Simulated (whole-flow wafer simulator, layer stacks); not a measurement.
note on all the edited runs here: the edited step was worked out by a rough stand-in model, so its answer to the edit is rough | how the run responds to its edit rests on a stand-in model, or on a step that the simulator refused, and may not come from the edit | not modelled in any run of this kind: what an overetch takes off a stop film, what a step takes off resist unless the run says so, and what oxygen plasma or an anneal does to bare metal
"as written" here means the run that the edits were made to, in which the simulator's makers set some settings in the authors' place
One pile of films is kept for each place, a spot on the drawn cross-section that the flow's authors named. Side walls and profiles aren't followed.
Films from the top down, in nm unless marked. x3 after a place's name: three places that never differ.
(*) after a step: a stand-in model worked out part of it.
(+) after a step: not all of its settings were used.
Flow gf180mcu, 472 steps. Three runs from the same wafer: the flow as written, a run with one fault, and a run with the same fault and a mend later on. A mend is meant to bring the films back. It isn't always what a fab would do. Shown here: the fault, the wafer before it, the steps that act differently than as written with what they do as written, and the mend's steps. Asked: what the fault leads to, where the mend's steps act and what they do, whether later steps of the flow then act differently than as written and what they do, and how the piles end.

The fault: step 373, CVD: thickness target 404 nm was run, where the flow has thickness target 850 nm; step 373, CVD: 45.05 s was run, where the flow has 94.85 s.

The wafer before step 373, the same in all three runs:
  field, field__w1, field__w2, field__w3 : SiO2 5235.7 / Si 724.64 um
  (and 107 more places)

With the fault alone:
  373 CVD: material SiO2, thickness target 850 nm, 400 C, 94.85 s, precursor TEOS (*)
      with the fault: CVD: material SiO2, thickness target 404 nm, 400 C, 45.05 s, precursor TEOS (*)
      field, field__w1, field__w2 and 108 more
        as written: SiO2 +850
        with the fault: SiO2 +413.2
  Later steps of the flow that act differently than as written (2 more steps differ only slightly, by at most 2% or 0.5 nm, whichever is larger, and aren't shown):
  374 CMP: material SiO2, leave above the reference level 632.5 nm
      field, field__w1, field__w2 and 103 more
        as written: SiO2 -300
        with the fault: nothing
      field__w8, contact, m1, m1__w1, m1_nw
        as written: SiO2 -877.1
        with the fault: SiO2 -440.3
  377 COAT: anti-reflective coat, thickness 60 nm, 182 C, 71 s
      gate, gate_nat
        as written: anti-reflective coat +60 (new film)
        with the fault: anti-reflective coat +61.6 (new film)
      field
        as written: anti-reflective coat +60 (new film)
        with the fault: anti-reflective coat +115 (new film)
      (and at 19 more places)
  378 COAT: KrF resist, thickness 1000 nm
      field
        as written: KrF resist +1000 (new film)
        with the fault: KrF resist +979.4 (new film)
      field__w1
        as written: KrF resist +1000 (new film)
        with the fault: KrF resist +976.3 (new film)
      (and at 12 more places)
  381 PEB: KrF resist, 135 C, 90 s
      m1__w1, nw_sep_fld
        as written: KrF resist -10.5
        with the fault: KrF resist -9.69
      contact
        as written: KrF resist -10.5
        with the fault: KrF resist -9.44
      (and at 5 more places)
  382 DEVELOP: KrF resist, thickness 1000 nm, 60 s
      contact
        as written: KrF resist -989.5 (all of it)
        with the fault: KrF resist -920.3 (all of it)
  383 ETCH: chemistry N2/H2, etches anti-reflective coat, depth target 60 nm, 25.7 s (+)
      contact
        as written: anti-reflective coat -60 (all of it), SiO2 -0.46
        with the fault: anti-reflective coat -22.9 (all of it), SiO2 -1.41
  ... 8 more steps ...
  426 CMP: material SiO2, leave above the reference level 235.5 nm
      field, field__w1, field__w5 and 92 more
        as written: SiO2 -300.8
        with the fault: SiO2 -288.4
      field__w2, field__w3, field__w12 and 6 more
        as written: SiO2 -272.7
        with the fault: SiO2 -259.7
  At the end the piles differ from the flow's by more than 2% or 0.5 nm, whichever is larger, at field, field__w1, field__w2 and 109 more.
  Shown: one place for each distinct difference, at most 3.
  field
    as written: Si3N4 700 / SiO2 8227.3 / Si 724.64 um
    with the fault: Si3N4 700 / SiO2 2457.8 / W 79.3 / TiN 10 / Ti 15 / SiO2 5648.9 / Si 724.64 um
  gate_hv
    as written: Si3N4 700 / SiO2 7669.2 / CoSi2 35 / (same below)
    with the fault: Si3N4 700 / SiO2 2457.8 / W 79.3 / TiN 10 / Ti 15 / SiO2 5090.8 / CoSi2 35 / (same below)
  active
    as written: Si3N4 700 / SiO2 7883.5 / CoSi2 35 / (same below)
    with the fault: Si3N4 700 / SiO2 2457.8 / W 79.3 / TiN 10 / Ti 15 / SiO2 5305.2 / CoSi2 35 / (same below)

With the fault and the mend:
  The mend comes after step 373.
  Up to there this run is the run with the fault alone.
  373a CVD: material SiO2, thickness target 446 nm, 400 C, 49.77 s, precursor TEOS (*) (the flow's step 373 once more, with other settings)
      field, field__w1, field__w2 and 108 more
        SiO2 +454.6
  Later steps of the flow that act differently than as written:
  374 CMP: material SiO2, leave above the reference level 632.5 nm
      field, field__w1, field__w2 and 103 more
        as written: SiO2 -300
        with the mend: SiO2 -317.9
  At the end the piles are the same as the flow's at every place that both follow.
